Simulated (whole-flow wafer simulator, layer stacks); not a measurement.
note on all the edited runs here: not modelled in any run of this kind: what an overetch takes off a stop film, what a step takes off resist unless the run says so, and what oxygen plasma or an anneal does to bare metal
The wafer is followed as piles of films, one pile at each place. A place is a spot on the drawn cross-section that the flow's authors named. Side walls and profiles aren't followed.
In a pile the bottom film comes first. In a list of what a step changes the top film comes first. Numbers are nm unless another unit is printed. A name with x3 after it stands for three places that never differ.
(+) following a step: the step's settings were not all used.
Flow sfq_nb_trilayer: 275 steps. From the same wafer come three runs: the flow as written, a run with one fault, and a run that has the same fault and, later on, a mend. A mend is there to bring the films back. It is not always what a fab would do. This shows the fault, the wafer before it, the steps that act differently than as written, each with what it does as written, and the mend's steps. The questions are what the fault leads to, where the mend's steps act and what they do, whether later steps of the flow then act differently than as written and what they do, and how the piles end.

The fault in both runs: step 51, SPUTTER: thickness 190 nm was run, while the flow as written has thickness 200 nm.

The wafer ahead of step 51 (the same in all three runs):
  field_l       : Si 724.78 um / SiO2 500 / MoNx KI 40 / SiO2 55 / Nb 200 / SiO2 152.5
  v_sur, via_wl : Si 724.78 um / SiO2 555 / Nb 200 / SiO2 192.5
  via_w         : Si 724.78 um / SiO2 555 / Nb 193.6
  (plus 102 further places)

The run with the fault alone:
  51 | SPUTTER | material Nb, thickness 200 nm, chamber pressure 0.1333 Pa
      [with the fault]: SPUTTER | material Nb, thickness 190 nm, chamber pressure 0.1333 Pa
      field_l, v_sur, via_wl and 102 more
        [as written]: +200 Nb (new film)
        [with the fault]: +190 Nb (new film)
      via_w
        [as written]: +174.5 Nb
        [with the fault]: +165.9 Nb
  Steps further on in the flow that do not act as written (4 other steps are not shown; they differ only slightly, by no more than 2% or 0.5 nm, whichever is larger):
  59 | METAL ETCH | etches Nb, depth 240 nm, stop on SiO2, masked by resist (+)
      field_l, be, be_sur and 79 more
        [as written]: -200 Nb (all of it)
        [with the fault]: -190 Nb (all of it)
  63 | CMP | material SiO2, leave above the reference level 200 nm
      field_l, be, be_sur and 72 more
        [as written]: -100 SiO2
        [with the fault]: -110 SiO2
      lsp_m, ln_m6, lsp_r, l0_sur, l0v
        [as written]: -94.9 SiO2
        [with the fault]: -110 SiO2
  By the end, the piles at v_sur, via_wl, via_w and 21 more depart from the flow's by more than 2% or 0.5 nm, whichever is larger.
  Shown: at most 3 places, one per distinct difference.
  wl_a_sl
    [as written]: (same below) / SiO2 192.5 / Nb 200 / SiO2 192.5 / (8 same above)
    [with the fault]: (same below) / SiO2 192.5 / Nb 190 / SiO2 192.5 / (8 same above)
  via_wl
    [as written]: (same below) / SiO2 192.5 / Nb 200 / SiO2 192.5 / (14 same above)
    [with the fault]: (same below) / SiO2 192.5 / Nb 190 / SiO2 192.5 / (14 same above)
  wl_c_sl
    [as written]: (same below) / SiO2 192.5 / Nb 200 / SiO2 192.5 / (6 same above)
    [with the fault]: (same below) / SiO2 192.5 / Nb 190 / SiO2 192.5 / (6 same above)

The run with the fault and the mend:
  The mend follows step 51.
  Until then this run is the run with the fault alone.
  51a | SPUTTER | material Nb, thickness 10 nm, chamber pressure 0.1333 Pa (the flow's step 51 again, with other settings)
      field_l, v_sur, via_wl and 102 more
        +10 Nb
      via_w
        +7.56 Nb
  Later steps of the flow that are run all act as written at every place that is followed, up to a difference of at most 2% or 0.5 nm, whichever is larger.
  The piles end only slightly different from the flow's at the places that both follow, by no more than 2% or 0.5 nm, whichever is larger.
